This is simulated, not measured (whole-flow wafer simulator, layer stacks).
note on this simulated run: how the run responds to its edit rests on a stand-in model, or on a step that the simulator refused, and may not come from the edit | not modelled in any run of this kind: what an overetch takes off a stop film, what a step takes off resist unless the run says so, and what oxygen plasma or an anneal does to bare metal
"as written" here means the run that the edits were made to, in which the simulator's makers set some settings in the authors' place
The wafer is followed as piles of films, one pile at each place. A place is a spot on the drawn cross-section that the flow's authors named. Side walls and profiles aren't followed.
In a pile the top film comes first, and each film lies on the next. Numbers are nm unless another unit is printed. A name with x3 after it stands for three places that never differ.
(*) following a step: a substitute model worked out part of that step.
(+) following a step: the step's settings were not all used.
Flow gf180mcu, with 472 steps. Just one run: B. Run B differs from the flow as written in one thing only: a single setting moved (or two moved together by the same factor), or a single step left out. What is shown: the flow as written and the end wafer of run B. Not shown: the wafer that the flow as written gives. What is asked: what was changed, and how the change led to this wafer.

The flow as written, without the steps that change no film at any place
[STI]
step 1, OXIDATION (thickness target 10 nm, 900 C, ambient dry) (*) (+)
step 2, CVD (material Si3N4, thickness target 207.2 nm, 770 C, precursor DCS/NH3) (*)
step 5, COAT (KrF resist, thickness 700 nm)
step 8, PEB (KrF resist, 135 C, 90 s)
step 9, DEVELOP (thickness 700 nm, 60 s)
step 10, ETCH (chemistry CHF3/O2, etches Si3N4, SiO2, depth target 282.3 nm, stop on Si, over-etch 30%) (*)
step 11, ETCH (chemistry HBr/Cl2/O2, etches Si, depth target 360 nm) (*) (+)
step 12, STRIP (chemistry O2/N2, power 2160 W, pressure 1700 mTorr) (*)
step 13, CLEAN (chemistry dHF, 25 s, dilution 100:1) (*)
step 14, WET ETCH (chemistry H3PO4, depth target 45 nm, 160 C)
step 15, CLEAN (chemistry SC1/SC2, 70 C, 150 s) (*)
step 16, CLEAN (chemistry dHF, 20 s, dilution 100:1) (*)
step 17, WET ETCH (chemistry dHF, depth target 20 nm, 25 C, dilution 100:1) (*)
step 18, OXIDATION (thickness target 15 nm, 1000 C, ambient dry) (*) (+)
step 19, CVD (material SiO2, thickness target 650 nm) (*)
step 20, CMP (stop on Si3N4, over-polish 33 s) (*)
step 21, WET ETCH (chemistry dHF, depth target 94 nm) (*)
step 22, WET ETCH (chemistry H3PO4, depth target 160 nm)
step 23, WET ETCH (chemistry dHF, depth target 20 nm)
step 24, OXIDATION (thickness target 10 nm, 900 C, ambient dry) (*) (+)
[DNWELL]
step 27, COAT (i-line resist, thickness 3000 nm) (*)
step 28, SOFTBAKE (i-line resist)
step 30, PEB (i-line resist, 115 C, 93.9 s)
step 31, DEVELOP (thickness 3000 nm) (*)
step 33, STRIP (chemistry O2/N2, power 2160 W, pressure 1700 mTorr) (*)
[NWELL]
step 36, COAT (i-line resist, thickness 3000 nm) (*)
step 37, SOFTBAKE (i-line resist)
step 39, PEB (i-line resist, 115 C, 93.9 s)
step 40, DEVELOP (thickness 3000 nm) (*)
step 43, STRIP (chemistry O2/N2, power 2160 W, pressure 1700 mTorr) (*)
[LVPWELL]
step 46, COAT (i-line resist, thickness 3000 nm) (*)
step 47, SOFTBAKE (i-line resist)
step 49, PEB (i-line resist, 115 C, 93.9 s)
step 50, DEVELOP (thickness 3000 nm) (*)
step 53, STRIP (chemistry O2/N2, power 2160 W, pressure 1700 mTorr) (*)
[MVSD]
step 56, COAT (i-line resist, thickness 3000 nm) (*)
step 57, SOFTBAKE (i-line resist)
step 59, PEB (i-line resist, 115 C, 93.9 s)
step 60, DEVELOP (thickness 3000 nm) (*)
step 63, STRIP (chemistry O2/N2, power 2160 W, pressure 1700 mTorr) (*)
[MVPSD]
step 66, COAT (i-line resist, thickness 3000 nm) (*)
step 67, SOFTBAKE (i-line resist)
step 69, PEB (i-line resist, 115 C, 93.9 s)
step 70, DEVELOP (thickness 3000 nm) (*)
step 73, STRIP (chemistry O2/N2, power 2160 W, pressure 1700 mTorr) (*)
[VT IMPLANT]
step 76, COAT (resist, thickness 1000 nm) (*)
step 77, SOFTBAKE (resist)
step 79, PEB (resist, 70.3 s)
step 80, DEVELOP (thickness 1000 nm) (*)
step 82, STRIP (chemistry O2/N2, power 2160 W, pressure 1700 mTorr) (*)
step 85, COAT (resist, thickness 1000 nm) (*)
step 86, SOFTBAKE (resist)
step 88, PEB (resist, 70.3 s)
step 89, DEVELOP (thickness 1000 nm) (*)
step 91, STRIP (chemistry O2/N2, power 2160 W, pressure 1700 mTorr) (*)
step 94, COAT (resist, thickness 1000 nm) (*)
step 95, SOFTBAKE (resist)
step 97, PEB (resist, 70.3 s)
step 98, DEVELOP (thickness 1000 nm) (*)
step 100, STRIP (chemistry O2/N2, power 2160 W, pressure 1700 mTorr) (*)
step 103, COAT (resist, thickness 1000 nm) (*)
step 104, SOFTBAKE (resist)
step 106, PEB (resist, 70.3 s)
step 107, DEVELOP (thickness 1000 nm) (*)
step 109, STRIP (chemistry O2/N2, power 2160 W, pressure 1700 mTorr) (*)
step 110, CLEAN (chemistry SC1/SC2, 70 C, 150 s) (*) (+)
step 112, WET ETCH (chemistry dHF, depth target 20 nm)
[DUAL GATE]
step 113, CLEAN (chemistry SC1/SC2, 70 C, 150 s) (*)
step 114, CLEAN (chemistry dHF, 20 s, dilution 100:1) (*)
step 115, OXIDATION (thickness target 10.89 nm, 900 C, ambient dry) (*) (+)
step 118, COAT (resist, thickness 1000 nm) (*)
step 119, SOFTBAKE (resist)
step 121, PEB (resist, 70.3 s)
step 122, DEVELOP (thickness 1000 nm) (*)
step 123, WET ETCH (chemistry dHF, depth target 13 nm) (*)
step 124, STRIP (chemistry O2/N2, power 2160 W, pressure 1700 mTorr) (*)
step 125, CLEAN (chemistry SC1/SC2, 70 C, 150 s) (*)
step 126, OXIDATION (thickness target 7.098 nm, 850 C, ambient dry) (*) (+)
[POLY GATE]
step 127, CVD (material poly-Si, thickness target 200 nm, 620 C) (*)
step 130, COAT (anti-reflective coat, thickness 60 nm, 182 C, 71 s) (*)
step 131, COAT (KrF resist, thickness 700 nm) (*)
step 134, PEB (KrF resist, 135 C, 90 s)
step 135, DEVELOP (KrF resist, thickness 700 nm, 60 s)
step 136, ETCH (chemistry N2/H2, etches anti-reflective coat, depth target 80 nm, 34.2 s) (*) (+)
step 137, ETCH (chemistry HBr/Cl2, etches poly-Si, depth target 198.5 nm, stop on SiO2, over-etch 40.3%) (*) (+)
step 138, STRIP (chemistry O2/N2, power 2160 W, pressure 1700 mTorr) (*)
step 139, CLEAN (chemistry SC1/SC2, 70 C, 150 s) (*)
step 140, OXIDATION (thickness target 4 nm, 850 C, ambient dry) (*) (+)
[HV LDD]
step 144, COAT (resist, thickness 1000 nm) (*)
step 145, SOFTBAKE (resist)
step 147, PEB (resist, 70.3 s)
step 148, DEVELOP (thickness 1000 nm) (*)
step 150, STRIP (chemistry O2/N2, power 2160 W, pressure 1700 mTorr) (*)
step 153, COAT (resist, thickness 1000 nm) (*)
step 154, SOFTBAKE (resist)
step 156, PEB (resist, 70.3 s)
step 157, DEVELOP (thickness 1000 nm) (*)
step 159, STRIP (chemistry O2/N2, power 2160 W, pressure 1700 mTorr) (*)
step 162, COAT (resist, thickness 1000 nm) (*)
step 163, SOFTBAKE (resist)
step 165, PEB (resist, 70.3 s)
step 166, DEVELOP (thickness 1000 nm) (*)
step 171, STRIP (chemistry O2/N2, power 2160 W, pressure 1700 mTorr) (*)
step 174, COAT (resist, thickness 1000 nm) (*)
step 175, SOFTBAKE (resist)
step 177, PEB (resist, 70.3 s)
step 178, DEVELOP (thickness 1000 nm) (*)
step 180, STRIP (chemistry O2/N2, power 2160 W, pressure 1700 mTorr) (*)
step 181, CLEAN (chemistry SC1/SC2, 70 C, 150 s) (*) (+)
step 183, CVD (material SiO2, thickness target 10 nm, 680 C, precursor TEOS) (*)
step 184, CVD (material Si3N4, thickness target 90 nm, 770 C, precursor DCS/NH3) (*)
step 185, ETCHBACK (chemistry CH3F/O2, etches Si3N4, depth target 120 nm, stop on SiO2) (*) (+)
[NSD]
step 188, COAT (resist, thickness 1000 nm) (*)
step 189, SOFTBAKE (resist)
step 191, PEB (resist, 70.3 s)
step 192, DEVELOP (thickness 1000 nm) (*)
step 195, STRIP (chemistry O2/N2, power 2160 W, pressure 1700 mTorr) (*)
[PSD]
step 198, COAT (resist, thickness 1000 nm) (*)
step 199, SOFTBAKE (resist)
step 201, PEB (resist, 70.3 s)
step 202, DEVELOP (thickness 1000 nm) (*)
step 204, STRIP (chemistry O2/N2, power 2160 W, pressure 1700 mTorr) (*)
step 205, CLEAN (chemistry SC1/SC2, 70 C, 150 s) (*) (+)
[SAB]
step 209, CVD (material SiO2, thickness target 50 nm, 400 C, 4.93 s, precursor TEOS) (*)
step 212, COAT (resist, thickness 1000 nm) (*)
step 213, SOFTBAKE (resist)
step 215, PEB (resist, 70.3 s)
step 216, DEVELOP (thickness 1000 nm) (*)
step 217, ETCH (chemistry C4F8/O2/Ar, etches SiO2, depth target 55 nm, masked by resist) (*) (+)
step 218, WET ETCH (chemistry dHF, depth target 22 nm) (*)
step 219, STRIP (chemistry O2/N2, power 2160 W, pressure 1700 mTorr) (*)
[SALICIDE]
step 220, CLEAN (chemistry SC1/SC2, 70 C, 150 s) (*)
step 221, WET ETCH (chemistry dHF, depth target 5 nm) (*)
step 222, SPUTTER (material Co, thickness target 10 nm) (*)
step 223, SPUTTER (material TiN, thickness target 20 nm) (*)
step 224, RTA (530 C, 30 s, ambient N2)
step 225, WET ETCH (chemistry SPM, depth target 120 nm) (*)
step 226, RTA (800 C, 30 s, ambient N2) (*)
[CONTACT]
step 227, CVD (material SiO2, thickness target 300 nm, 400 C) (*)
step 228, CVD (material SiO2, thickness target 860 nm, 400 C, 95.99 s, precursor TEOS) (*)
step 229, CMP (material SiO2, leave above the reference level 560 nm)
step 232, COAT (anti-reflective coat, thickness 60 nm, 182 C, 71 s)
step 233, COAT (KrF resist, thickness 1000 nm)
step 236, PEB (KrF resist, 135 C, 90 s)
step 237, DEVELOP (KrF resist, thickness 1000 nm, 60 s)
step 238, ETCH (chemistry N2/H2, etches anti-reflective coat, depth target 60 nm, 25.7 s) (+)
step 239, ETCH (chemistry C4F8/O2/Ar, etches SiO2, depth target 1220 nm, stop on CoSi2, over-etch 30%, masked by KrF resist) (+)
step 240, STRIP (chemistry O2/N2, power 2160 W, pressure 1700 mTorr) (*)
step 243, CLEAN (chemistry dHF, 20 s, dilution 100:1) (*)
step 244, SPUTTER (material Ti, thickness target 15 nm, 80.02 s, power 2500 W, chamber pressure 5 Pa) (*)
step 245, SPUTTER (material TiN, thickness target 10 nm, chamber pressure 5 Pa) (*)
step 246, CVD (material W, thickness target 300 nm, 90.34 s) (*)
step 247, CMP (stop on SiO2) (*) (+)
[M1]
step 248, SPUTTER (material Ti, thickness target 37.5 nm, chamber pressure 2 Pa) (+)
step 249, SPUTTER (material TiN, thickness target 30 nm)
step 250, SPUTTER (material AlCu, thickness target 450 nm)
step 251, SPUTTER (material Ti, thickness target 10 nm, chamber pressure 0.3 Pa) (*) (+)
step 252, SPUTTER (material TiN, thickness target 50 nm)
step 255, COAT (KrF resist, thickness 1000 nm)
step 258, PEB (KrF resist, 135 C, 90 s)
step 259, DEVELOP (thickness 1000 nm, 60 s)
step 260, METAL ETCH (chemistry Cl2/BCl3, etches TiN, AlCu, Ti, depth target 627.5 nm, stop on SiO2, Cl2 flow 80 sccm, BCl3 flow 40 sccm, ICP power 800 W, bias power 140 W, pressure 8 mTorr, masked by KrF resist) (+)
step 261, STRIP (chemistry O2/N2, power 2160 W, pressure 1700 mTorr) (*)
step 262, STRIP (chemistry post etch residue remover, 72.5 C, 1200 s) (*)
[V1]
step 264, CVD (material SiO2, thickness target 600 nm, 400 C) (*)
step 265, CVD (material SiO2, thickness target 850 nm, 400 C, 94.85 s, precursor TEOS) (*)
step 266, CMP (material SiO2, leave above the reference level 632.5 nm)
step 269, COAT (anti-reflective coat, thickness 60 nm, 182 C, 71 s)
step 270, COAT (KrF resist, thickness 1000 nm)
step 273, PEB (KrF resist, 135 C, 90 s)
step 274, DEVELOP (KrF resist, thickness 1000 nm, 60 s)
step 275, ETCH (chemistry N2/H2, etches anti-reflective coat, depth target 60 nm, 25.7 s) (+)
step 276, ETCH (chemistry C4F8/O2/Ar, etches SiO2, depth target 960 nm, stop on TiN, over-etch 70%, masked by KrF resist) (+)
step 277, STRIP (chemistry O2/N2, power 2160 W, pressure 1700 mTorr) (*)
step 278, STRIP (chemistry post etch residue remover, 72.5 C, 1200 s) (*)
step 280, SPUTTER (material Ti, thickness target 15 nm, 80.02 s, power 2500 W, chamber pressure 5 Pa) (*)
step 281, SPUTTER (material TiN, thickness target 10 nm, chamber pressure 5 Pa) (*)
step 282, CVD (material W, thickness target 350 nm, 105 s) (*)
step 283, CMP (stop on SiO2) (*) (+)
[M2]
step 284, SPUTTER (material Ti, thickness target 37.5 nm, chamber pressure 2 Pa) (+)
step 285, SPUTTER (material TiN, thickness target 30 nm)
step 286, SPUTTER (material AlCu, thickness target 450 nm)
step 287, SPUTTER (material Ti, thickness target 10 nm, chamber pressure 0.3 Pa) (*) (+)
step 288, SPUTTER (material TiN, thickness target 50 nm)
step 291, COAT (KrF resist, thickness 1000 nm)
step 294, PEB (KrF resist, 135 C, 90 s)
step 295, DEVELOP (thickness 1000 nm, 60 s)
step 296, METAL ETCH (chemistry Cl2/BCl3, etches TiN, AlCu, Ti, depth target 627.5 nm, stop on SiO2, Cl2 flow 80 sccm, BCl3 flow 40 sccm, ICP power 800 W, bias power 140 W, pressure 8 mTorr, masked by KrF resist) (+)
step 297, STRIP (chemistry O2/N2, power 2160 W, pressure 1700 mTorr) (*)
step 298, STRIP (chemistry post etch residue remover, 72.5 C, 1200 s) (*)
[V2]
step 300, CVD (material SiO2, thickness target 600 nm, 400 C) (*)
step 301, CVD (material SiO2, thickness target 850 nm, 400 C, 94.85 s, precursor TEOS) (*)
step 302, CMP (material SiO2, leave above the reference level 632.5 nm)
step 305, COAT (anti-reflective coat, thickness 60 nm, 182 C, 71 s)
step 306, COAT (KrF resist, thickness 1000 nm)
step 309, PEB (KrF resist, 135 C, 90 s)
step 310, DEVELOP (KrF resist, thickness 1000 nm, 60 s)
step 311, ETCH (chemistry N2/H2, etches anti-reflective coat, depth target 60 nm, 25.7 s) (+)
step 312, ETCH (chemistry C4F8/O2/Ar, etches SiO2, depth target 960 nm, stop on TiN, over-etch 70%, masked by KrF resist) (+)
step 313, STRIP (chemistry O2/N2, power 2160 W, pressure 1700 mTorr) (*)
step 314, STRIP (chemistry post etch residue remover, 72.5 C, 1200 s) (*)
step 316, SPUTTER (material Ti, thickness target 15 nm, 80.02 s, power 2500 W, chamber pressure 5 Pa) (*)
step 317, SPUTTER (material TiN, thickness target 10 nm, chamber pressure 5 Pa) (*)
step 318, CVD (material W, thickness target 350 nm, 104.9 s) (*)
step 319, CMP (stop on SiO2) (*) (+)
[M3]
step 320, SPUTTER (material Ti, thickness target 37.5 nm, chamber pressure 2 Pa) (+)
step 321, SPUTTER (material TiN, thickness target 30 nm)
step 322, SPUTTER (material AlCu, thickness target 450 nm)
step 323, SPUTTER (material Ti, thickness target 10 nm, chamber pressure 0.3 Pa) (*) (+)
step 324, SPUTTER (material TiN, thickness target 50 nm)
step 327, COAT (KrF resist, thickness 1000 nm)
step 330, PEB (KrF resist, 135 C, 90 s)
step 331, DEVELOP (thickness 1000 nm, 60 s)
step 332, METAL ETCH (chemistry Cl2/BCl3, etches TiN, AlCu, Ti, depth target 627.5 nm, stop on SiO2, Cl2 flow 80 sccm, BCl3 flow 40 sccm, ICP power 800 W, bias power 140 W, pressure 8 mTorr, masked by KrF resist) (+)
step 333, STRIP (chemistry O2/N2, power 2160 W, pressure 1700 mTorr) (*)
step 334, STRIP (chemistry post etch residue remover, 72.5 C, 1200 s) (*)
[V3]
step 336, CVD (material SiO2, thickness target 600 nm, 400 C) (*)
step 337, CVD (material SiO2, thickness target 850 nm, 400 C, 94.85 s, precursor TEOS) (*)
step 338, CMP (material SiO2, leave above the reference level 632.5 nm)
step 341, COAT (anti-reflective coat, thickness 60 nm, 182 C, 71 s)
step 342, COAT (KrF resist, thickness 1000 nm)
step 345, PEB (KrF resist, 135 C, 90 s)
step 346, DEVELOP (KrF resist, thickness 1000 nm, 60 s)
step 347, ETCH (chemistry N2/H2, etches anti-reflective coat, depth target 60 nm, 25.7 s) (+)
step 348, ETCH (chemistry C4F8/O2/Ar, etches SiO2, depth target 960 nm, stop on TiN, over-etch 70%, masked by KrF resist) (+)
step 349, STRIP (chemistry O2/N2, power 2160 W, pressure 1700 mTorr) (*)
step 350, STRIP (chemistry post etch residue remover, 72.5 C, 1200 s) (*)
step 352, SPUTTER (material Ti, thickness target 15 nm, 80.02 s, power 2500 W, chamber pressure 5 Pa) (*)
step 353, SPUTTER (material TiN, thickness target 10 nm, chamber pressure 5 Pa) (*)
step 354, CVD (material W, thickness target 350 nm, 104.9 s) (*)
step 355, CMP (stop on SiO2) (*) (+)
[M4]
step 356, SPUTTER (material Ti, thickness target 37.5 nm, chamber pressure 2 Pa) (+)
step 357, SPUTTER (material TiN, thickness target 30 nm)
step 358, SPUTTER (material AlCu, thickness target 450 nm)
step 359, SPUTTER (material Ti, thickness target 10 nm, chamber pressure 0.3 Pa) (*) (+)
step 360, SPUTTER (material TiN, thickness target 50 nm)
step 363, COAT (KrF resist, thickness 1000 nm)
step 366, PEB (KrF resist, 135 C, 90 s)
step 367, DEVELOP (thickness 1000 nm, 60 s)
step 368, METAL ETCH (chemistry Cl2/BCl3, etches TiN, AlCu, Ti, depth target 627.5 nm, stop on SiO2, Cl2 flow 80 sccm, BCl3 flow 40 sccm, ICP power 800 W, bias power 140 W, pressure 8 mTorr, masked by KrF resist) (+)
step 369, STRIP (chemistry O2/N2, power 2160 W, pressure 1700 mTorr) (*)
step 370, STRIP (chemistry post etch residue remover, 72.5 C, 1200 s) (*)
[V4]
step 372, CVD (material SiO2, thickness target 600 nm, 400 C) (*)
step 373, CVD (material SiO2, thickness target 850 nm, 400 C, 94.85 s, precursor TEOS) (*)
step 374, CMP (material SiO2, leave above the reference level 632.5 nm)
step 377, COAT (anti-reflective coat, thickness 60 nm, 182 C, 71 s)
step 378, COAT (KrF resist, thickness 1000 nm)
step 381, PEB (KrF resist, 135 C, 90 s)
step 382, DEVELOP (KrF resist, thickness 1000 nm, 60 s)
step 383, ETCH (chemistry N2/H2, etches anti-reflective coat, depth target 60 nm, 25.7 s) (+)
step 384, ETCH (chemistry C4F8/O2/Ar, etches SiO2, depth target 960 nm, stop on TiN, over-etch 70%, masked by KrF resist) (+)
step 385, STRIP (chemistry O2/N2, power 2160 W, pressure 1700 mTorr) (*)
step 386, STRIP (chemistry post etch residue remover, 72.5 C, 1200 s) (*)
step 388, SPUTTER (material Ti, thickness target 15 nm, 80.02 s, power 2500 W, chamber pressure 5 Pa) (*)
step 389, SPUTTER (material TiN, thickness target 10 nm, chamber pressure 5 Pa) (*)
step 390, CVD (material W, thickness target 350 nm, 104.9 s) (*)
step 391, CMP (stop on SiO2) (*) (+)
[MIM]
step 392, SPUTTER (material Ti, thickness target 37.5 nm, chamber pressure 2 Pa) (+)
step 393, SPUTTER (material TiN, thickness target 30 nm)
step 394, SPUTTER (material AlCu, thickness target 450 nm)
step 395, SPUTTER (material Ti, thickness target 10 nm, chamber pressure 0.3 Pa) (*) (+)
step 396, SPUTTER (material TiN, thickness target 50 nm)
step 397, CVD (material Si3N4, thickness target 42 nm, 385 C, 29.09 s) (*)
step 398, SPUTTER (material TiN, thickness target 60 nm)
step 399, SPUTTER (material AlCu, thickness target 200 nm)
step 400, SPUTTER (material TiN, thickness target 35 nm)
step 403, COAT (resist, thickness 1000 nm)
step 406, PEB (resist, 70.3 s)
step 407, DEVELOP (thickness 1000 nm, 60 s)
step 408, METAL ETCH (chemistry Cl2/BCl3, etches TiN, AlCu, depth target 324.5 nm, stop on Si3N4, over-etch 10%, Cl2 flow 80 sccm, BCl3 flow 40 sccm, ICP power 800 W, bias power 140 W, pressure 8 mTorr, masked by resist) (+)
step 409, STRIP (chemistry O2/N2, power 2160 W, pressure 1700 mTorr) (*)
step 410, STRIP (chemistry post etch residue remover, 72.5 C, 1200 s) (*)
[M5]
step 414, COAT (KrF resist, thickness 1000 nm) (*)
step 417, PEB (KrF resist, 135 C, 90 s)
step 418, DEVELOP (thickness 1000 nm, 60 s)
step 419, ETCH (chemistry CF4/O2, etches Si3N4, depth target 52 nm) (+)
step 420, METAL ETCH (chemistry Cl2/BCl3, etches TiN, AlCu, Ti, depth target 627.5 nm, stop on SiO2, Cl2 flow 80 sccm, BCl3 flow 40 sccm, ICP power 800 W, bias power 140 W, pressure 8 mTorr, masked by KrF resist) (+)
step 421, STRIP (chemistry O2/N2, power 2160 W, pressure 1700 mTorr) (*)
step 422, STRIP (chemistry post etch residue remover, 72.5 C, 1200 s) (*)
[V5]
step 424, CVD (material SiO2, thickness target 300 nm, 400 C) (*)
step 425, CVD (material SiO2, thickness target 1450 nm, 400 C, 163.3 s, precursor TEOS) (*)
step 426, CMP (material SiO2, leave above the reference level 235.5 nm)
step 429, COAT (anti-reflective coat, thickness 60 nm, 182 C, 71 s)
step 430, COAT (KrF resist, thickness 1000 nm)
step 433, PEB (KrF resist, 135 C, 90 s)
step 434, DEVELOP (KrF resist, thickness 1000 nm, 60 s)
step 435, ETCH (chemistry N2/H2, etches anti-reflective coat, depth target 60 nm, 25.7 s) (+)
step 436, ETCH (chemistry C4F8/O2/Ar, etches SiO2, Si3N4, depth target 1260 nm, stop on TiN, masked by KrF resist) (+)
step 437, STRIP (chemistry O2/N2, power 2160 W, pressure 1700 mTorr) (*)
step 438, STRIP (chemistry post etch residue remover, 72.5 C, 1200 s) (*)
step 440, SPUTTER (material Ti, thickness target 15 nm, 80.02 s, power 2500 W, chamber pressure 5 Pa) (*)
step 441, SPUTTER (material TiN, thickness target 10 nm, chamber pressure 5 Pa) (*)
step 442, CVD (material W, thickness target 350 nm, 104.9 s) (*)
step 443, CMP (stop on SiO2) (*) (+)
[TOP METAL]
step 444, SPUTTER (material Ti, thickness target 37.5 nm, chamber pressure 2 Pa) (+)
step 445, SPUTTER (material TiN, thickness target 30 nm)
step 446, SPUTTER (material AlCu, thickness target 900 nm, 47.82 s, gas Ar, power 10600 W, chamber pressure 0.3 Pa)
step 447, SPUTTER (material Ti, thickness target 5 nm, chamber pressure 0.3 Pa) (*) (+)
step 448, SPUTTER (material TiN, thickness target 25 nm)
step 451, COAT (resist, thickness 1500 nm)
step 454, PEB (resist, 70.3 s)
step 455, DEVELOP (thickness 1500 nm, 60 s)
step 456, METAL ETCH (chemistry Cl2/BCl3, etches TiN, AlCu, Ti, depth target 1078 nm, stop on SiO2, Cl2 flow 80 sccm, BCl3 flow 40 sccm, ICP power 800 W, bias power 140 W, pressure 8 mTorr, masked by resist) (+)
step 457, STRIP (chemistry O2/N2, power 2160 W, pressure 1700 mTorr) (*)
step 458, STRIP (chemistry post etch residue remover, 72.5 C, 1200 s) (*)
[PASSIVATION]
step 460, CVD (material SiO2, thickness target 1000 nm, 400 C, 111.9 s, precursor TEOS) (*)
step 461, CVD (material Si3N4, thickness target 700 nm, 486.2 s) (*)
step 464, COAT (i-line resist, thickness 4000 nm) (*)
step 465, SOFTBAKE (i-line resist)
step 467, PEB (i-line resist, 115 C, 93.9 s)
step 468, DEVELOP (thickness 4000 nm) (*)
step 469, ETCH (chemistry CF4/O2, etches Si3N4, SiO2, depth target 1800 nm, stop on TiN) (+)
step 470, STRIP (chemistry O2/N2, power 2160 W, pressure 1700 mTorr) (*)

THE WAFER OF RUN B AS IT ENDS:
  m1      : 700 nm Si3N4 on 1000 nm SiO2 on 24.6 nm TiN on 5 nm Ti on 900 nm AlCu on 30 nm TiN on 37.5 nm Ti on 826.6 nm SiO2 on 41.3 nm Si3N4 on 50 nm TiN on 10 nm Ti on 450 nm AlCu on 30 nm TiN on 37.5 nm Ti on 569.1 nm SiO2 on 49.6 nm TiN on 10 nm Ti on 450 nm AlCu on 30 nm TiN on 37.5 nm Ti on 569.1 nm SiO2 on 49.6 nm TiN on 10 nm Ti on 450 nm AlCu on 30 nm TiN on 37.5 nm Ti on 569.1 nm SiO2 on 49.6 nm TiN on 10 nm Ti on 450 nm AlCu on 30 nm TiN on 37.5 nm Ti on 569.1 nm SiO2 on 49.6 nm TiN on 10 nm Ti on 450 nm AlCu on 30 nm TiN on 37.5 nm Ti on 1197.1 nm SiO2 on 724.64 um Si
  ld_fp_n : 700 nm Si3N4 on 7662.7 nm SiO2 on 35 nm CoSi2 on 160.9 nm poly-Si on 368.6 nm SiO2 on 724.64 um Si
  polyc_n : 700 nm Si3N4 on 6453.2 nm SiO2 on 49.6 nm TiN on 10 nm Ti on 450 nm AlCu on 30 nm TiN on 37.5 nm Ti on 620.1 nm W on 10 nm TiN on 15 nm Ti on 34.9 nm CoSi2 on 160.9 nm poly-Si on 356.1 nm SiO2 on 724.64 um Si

The reason: step 23, WET ETCH: depth target 29.5 nm was run, though the flow has depth target 20 nm.

The path from the change to this, step by step:
  step 23, WET ETCH (chemistry dHF, depth target 20 nm)
      field_sub, sti, mim_1p0 and 21 more: -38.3 SiO2 (it would be, as written: -26 SiO2)
      field, m1, mim and 10 more: -38.4 SiO2 (it would be, as written: -26 SiO2)
  step 28, SOFTBAKE (i-line resist)
      nw_enc_fld: +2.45 i-line resist (it would be, as written: -1.36 i-line resist)
      ldn_fp, ldn_drn: +3.36 i-line resist (it would be, as written: +4.83 i-line resist)
      (and at 38 other places as well)
  step 37, SOFTBAKE (i-line resist)
      nw_enc_fld: +2.45 i-line resist (it would be, as written: -1.36 i-line resist)
      ldn_fp, ldn_drn: +3.36 i-line resist (it would be, as written: +4.83 i-line resist)
      (and at 38 other places as well)
  step 47, SOFTBAKE (i-line resist)
      nw_enc_fld: +2.45 i-line resist (it would be, as written: -1.36 i-line resist)
      ldn_fp, ldn_drn: +3.36 i-line resist (it would be, as written: +4.83 i-line resist)
      (and at 38 other places as well)
  step 57, SOFTBAKE (i-line resist)
      nw_enc_fld: +2.45 i-line resist (it would be, as written: -1.36 i-line resist)
      ldn_fp, ldn_drn: +3.36 i-line resist (it would be, as written: +4.83 i-line resist)
      (and at 38 other places as well)
  step 67, SOFTBAKE (i-line resist)
      nw_enc_fld: +2.45 i-line resist (it would be, as written: -1.36 i-line resist)
      ldn_fp, ldn_drn: +3.36 i-line resist (it would be, as written: +4.83 i-line resist)
      (and at 38 other places as well)
  step 77, SOFTBAKE (resist)
      field_sub__w2: -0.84 resist (it would be, as written: -1.34 resist)
      gate_p_hv: +1.11 resist (it would be, as written: +1.75 resist)
      (and at 2 other places as well)
  step 86, SOFTBAKE (resist)
      field_sub__w2: -0.84 resist (it would be, as written: -1.34 resist)
      gate_p_hv: +1.11 resist (it would be, as written: +1.75 resist)
      (and at 2 other places as well)
  step 95, SOFTBAKE (resist)
      field_sub__w2: -0.84 resist (it would be, as written: -1.34 resist)
      gate_p_hv: +1.11 resist (it would be, as written: +1.75 resist)
      (and at 2 other places as well)
  step 104, SOFTBAKE (resist)
      field_sub__w2: -0.84 resist (it would be, as written: -1.34 resist)
      gate_p_hv: +1.11 resist (it would be, as written: +1.75 resist)
      (and at 2 other places as well)
  step 119, SOFTBAKE (resist)
      field_sub: -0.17 resist (it would be, as written: -0.73 resist)
      gate_p_hv: +0.19 resist (it would be, as written: +0.83 resist)
      (and at 1 other place as well)
  step 130, COAT (anti-reflective coat, thickness 60 nm, 182 C, 71 s) (*)
      p_well, spacer, sd_n: +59 anti-reflective coat (new film) (it would be, as written: +70.9 anti-reflective coat (new film))
      ldn_ch, ldp_ch: +62.5 anti-reflective coat (new film) (it would be, as written: +66.7 anti-reflective coat (new film))
      (and at 71 other places as well)
  step 136, ETCH (chemistry N2/H2, etches anti-reflective coat, depth target 80 nm, 34.2 s) (*) (+)
      p_well, spacer, sd_n: -59 anti-reflective coat (all of it), -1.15 poly-Si (it would be, as written: -70.9 anti-reflective coat (all of it), -0.85 poly-Si)
      ldn_dft, ldp_dft: -55.2 anti-reflective coat (all of it), -1.25 poly-Si (it would be, as written: -48.7 anti-reflective coat (all of it), -1.42 poly-Si)
      (and at 50 other places as well)
  step 138, STRIP (chemistry O2/N2, power 2160 W, pressure 1700 mTorr) (*)
      gate: +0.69 chemical SiO2 (new film), -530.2 KrF resist (all of it), -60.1 anti-reflective coat (all of it), -0.3 poly-Si (it would be, as written: +0.68 chemical SiO2 (new film), -531.7 KrF resist (all of it), -65.5 anti-reflective coat (all of it), -0.3 poly-Si)
      gate_hv: +0.69 chemical SiO2 (new film), -525.3 KrF resist (all of it), -59.2 anti-reflective coat (all of it), -0.3 poly-Si (it would be, as written: +0.68 chemical SiO2 (new film), -528.4 KrF resist (all of it), -61 anti-reflective coat (all of it), -0.3 poly-Si)
      (and at 19 other places as well)
  step 144, COAT (resist, thickness 1000 nm) (*)
      field__w6: +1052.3 resist (new film) (it would be, as written: +1022.5 resist (new film))
  step 145, SOFTBAKE (resist)
      field: +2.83 resist (it would be, as written: -0.3 resist)
      nw_enc_fld_lv__w3: -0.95 resist (it would be, as written: +2.63 resist)
      (and at 7 other places as well)
  ... 20 further steps ...
  step 229, CMP (material SiO2, leave above the reference level 560 nm)
      ldn_sep__w1, ldn_sep__w2, ldn_dft and 8 more: -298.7 SiO2 (it would be, as written: -311 SiO2)
      sti, mim_1p0, pad, dice_street, iso_nw_fld, iso_fld_sub: -284.5 SiO2 (it would be, as written: -296.8 SiO2)
      (and at 50 other places as well)
